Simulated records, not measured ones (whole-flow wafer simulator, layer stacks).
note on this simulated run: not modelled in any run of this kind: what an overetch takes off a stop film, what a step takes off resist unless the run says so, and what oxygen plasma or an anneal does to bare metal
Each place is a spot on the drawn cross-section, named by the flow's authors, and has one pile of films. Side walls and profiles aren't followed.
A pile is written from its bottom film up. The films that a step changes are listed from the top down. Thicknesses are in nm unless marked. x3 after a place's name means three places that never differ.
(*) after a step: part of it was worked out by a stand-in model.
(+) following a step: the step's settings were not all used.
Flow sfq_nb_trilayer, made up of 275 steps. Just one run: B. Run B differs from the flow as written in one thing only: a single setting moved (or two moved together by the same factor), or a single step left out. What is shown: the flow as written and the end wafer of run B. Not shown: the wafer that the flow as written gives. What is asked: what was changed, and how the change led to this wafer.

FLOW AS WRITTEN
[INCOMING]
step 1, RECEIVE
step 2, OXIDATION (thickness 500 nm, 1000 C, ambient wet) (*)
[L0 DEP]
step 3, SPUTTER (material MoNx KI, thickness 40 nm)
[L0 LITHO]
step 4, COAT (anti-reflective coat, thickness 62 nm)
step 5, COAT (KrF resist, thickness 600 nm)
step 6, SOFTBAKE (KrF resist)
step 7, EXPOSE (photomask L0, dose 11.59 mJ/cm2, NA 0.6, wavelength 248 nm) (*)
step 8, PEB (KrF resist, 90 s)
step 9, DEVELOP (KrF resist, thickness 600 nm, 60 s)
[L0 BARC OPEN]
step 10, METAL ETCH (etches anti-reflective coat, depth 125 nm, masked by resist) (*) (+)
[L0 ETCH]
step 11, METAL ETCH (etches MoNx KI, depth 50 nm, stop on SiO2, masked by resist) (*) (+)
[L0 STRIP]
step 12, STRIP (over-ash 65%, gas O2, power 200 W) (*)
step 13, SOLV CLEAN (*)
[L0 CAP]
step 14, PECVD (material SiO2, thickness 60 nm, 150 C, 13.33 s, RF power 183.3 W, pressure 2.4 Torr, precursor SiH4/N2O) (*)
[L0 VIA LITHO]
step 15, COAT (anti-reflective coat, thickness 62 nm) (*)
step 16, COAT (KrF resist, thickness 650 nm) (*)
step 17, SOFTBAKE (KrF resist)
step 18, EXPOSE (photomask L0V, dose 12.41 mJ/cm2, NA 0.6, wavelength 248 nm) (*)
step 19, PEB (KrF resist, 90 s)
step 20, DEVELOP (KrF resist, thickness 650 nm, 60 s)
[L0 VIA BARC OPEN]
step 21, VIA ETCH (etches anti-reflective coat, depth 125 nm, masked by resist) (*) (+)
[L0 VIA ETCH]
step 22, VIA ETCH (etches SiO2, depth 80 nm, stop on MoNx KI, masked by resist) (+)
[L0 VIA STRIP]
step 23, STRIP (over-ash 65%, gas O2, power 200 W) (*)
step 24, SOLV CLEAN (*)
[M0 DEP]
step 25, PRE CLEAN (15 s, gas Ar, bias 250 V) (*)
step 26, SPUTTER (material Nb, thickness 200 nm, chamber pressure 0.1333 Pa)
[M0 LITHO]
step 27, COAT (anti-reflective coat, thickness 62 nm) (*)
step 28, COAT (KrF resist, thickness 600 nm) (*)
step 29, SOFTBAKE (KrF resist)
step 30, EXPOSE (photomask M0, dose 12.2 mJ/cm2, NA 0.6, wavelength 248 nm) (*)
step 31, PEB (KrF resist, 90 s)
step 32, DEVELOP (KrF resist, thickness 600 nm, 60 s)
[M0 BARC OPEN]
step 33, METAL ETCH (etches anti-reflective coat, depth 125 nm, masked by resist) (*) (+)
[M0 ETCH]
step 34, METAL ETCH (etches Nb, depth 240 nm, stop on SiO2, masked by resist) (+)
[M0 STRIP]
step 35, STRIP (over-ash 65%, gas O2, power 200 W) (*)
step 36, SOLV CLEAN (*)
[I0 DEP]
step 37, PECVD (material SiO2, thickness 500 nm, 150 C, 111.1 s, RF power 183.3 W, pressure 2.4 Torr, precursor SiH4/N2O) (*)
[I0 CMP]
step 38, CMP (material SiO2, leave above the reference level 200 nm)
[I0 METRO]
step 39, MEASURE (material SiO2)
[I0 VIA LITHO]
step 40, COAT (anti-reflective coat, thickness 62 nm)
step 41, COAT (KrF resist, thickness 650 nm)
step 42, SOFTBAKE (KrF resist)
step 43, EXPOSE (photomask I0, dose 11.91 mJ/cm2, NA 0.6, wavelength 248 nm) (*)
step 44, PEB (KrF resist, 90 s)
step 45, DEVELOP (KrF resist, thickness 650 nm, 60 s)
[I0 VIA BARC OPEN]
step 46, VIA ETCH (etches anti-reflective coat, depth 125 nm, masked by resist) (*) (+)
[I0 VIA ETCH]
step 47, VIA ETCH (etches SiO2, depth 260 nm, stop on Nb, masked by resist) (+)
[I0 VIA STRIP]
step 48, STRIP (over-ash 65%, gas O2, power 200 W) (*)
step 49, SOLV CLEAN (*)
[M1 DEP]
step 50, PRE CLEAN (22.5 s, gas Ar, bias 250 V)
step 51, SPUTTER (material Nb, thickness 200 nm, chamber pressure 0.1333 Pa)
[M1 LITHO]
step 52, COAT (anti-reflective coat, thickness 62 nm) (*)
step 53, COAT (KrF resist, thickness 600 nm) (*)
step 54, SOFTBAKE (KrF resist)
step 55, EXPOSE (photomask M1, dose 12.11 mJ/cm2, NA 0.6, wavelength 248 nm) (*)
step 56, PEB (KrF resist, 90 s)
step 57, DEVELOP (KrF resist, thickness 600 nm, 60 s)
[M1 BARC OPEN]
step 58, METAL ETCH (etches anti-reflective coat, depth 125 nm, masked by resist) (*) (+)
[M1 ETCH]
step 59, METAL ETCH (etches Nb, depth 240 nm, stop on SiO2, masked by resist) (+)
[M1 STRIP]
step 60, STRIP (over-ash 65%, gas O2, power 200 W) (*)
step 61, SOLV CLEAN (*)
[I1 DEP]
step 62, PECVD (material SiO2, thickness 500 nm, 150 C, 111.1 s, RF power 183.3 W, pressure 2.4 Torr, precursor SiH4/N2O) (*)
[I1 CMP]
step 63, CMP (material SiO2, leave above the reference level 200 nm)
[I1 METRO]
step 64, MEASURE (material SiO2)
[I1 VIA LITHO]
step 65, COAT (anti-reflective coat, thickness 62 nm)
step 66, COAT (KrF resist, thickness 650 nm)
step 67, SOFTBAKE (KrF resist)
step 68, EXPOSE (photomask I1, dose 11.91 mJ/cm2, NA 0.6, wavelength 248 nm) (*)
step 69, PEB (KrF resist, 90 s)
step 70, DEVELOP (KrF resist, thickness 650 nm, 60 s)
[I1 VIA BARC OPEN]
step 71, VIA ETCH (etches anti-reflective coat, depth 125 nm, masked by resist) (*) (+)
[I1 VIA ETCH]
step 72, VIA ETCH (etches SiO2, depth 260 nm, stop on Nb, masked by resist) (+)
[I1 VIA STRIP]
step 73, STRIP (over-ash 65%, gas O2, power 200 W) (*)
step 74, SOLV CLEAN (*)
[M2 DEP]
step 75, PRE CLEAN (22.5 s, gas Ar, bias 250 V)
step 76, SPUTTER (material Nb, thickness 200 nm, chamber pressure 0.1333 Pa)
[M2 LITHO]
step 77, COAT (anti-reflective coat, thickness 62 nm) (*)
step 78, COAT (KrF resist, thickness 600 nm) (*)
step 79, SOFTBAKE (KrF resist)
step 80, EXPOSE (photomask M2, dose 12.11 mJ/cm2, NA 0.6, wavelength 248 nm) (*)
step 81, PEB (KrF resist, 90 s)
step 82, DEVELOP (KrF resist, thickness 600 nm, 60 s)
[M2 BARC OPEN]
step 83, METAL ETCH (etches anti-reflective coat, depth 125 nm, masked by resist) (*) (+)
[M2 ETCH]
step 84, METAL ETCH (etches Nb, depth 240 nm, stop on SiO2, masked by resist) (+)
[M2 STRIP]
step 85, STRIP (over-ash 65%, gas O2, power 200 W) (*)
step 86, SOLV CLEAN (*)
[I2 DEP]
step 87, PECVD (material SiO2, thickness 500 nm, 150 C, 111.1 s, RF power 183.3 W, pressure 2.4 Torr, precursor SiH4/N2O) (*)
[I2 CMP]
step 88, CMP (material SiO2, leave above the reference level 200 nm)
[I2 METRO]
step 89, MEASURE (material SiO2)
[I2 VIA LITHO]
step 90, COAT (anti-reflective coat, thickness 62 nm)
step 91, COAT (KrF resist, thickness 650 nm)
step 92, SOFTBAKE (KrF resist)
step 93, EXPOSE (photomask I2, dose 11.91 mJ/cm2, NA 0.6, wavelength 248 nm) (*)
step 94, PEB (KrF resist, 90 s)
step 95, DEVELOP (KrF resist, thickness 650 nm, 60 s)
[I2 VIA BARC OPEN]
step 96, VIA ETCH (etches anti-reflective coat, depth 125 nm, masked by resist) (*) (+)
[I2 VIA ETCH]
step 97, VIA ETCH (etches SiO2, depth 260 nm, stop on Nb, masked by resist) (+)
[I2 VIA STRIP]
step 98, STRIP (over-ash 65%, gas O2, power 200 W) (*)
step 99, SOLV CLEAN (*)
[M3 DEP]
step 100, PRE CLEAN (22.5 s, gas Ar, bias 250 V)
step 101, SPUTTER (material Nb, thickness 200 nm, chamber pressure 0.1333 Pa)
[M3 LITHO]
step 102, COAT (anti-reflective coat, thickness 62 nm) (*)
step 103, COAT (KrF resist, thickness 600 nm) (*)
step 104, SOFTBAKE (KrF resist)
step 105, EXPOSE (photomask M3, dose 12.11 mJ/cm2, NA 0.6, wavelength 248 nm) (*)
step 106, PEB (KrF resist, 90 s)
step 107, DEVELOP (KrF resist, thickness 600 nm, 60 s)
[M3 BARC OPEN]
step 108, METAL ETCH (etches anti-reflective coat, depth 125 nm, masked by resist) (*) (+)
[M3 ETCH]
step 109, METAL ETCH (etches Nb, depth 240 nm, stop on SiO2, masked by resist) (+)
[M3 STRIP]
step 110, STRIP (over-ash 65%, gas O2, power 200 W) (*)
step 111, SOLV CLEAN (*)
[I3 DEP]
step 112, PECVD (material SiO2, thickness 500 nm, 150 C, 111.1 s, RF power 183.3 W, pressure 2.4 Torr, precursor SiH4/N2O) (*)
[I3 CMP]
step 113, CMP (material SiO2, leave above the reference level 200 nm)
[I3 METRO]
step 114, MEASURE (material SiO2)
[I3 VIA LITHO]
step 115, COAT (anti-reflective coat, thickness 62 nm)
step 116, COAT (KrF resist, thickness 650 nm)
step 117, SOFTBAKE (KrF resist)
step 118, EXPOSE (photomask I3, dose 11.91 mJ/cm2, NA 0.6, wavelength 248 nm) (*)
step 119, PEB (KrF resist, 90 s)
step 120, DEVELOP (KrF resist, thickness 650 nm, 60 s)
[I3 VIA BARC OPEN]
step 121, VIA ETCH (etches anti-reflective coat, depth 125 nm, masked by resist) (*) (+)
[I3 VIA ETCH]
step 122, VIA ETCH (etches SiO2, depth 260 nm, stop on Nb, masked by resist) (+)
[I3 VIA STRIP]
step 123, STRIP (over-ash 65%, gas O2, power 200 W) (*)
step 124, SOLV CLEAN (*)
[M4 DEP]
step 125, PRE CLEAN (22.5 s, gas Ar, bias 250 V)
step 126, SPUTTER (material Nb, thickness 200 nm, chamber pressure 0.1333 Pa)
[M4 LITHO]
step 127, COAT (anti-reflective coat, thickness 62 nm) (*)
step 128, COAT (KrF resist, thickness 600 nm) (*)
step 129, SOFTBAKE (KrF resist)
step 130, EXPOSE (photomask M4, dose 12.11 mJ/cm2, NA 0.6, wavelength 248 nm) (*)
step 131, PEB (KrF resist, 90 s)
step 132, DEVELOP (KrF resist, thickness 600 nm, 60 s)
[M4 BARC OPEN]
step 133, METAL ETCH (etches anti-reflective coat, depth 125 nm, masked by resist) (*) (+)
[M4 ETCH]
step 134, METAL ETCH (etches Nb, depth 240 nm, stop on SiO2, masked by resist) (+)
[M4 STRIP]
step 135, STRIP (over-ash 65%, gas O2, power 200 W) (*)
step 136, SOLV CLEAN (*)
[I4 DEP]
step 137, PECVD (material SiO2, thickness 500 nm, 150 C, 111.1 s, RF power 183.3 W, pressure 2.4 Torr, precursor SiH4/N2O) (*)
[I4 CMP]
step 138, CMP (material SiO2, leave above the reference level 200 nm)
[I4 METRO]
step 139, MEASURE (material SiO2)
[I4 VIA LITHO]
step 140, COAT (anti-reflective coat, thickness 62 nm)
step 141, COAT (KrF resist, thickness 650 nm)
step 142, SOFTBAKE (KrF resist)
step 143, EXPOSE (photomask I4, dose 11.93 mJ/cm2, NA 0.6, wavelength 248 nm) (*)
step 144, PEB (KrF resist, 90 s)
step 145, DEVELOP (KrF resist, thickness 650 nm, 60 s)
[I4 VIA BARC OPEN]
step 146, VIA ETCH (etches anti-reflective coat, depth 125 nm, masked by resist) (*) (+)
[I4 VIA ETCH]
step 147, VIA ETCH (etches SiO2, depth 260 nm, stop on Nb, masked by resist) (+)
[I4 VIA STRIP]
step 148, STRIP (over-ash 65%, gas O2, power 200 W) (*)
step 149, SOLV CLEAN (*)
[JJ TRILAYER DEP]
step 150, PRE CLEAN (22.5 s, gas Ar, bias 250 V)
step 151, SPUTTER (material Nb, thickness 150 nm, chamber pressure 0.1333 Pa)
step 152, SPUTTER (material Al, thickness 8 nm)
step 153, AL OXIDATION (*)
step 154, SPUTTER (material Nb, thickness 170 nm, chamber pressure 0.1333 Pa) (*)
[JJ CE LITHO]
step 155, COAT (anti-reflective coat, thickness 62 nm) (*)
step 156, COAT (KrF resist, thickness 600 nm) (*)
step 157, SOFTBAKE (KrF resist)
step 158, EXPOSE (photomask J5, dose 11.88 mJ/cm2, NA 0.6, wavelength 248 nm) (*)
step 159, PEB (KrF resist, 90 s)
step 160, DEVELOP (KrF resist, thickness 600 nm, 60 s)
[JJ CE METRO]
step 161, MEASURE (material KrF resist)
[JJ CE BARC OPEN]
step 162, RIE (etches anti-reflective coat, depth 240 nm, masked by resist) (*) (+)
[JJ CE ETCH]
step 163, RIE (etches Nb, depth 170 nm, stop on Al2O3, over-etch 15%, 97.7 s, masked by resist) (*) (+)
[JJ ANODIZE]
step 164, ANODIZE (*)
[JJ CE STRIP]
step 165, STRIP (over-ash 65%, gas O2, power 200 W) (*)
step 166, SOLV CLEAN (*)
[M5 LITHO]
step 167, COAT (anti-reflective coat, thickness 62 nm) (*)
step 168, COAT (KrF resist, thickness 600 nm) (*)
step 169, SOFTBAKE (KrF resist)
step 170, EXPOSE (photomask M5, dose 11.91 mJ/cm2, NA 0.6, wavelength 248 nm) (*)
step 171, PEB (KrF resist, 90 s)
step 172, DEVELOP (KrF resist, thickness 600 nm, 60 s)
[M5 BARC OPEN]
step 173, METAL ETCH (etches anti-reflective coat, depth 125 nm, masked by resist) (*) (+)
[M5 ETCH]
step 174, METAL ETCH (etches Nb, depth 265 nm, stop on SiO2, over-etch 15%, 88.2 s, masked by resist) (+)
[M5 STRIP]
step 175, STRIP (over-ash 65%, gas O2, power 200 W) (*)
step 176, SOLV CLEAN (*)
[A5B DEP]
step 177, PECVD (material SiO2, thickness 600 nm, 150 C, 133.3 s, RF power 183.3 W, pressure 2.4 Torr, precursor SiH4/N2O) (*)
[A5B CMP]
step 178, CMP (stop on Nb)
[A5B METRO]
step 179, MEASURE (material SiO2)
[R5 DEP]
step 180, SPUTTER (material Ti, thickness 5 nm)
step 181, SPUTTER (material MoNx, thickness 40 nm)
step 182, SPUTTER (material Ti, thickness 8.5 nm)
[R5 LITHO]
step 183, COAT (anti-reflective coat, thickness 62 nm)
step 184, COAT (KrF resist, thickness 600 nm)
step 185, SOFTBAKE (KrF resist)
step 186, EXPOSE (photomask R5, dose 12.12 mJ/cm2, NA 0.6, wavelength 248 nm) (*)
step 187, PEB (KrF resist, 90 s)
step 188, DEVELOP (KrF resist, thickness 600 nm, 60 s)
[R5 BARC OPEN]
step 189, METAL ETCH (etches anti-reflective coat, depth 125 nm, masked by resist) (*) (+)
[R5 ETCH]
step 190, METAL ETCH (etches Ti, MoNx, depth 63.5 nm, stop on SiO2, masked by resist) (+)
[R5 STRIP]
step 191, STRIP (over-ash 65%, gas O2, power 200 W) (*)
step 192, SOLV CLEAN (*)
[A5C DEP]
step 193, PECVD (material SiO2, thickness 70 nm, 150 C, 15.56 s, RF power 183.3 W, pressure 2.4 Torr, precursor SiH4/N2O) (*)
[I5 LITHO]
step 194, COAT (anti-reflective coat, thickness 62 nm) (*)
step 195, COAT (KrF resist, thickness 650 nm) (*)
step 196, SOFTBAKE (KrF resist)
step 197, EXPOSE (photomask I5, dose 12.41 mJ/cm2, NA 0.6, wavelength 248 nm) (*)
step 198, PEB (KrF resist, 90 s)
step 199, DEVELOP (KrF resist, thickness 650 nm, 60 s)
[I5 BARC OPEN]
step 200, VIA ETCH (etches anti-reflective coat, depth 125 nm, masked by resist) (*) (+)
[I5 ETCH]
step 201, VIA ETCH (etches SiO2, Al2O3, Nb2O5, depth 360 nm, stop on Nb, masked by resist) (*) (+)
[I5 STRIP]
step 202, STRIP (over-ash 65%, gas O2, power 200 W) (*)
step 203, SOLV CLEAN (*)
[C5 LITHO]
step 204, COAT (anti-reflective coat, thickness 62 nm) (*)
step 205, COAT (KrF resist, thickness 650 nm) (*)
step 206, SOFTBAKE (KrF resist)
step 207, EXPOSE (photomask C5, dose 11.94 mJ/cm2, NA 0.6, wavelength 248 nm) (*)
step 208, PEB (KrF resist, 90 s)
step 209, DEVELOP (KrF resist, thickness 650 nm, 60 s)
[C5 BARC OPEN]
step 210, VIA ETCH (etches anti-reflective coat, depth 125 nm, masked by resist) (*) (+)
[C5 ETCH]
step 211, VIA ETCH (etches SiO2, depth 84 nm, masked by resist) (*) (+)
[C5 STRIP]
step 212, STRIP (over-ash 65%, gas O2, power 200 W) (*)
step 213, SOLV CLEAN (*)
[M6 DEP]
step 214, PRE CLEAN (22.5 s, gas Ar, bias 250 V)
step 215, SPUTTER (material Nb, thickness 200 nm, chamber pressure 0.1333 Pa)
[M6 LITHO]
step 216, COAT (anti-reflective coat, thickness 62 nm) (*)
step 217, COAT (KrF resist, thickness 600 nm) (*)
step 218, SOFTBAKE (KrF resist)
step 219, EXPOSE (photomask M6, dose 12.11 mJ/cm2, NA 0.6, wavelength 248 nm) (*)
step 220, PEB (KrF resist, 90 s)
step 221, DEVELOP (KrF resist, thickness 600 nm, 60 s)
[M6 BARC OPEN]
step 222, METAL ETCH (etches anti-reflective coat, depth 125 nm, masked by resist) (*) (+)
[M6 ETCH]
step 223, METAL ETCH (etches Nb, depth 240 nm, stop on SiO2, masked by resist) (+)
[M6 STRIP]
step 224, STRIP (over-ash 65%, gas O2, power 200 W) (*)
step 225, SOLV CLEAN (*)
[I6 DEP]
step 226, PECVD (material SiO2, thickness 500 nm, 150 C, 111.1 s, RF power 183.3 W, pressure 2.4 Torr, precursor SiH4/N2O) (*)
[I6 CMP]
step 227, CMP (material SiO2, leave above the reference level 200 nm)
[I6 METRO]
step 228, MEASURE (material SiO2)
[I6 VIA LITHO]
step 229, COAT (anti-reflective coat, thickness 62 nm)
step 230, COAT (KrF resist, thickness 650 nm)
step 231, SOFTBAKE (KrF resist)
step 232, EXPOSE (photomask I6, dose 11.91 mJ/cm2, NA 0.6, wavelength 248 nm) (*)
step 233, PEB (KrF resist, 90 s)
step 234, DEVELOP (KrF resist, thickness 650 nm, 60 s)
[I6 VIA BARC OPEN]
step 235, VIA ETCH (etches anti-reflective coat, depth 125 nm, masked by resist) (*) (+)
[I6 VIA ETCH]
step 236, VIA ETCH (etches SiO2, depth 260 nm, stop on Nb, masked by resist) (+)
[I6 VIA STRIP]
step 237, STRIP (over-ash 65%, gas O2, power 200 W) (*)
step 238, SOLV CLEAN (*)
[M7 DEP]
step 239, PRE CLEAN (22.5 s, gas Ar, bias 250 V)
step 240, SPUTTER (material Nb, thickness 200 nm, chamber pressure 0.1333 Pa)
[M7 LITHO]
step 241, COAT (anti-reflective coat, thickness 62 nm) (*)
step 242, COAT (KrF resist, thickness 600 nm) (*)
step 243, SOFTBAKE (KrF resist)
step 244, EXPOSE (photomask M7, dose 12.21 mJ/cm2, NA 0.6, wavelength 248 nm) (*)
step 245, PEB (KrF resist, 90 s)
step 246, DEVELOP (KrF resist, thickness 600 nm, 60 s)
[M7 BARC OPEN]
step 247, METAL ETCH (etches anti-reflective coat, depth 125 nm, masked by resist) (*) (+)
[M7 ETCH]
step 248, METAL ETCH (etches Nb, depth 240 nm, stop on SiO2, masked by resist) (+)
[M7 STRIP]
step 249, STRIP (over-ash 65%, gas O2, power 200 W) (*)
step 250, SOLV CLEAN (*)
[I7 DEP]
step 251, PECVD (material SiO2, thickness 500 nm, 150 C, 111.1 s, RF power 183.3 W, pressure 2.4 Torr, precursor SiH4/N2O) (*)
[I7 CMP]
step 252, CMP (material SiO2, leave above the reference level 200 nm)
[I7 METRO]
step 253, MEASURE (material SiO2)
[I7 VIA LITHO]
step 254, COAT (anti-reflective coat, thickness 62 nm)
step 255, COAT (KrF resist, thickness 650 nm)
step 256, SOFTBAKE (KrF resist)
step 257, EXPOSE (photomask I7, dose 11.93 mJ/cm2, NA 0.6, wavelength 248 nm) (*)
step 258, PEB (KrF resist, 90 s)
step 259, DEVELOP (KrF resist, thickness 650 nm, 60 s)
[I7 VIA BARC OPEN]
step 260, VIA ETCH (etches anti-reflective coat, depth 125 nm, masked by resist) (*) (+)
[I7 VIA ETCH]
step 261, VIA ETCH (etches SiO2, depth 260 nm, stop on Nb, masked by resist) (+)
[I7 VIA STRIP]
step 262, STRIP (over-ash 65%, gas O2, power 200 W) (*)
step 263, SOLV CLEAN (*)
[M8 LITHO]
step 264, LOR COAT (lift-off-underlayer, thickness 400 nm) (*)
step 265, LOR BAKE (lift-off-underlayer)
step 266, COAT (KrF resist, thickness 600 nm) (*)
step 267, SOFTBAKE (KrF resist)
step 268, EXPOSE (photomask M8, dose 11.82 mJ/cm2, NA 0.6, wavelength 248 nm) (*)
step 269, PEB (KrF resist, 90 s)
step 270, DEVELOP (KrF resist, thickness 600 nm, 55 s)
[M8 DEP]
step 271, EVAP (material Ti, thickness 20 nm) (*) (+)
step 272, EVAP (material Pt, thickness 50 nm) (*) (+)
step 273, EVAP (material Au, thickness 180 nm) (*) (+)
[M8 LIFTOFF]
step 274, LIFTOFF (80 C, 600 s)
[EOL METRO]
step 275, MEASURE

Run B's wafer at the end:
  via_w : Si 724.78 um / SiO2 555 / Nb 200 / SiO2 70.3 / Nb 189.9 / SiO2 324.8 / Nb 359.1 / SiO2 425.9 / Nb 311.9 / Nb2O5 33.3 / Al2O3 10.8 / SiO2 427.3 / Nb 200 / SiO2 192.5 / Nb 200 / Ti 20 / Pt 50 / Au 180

What caused this: step 47, VIA ETCH: depth 122 nm was run, though the flow has depth 260 nm.

How this came from the change, step by step:
  step 47, VIA ETCH (etches SiO2, depth 260 nm, stop on Nb, masked by resist) (+)
      via_w: SiO2 loses 122 (it would be, as written: SiO2 loses 199.8 (all of it))
      field_l, v_sur, via_wl and 102 more: KrF resist loses 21 (it would be, as written: KrF resist loses 44.8)
  step 48, STRIP (over-ash 65%, gas O2, power 200 W) (*)
      field_l, v_sur, via_wl and 102 more: KrF resist loses 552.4 (all of it), anti-reflective coat loses 62 (all of it) (it would be, as written: KrF resist loses 528.6 (all of it), anti-reflective coat loses 62 (all of it))
  step 50, PRE CLEAN (22.5 s, gas Ar, bias 250 V)
      via_w: SiO2 loses 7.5 (it would be, as written: Nb loses 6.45)
  step 51, SPUTTER (material Nb, thickness 200 nm, chamber pressure 0.1333 Pa)
      via_w: Nb gains 189.9 (new film) (it would be, as written: Nb gains 174.5)
  step 52, COAT (anti-reflective coat, thickness 62 nm) (*)
      via_wl: anti-reflective coat gains 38 (new film) (it would be, as written: anti-reflective coat gains 33.8 (new film))
      via_w: anti-reflective coat gains 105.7 (new film) (it would be, as written: anti-reflective coat gains 123.1 (new film))
      (and at 1 other place as well)
  step 53, COAT (KrF resist, thickness 600 nm) (*)
      via_w: KrF resist gains 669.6 (new film) (it would be, as written: KrF resist gains 731.8 (new film))
  step 60, STRIP (over-ash 65%, gas O2, power 200 W) (*)
      via_wl: KrF resist loses 391 (all of it), anti-reflective coat loses 38 (all of it) (it would be, as written: KrF resist loses 385.5 (all of it), anti-reflective coat loses 33.8 (all of it))
      via_w: KrF resist loses 451.8 (all of it), anti-reflective coat loses 105.7 (all of it) (it would be, as written: KrF resist loses 513.8 (all of it), anti-reflective coat loses 123.1 (all of it))
      (and at 1 other place as well)
  step 62, PECVD (material SiO2, thickness 500 nm, 150 C, 111.1 s, RF power 183.3 W, pressure 2.4 Torr, precursor SiH4/N2O) (*)
      via_w: SiO2 gains 500 (new film) (it would be, as written: SiO2 gains 606 (new film))
  step 63, CMP (material SiO2, leave above the reference level 200 nm)
      via_w: SiO2 loses 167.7 (it would be, as written: SiO2 loses 181.6)
With metal films that touch counted as one body, via_w has 6 bodies (between them, from the top down: SiO2 192.5; SiO2 427.3 / Al2O3 10.8 / Nb2O5 33.3; SiO2 425.9; SiO2 324.8; SiO2 70.3); the flow as written gives 5 bodies (between them, from the top down: SiO2 192.5; SiO2 427.3 / Al2O3 10.8 / Nb2O5 33.3; SiO2 425.9; SiO2 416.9).
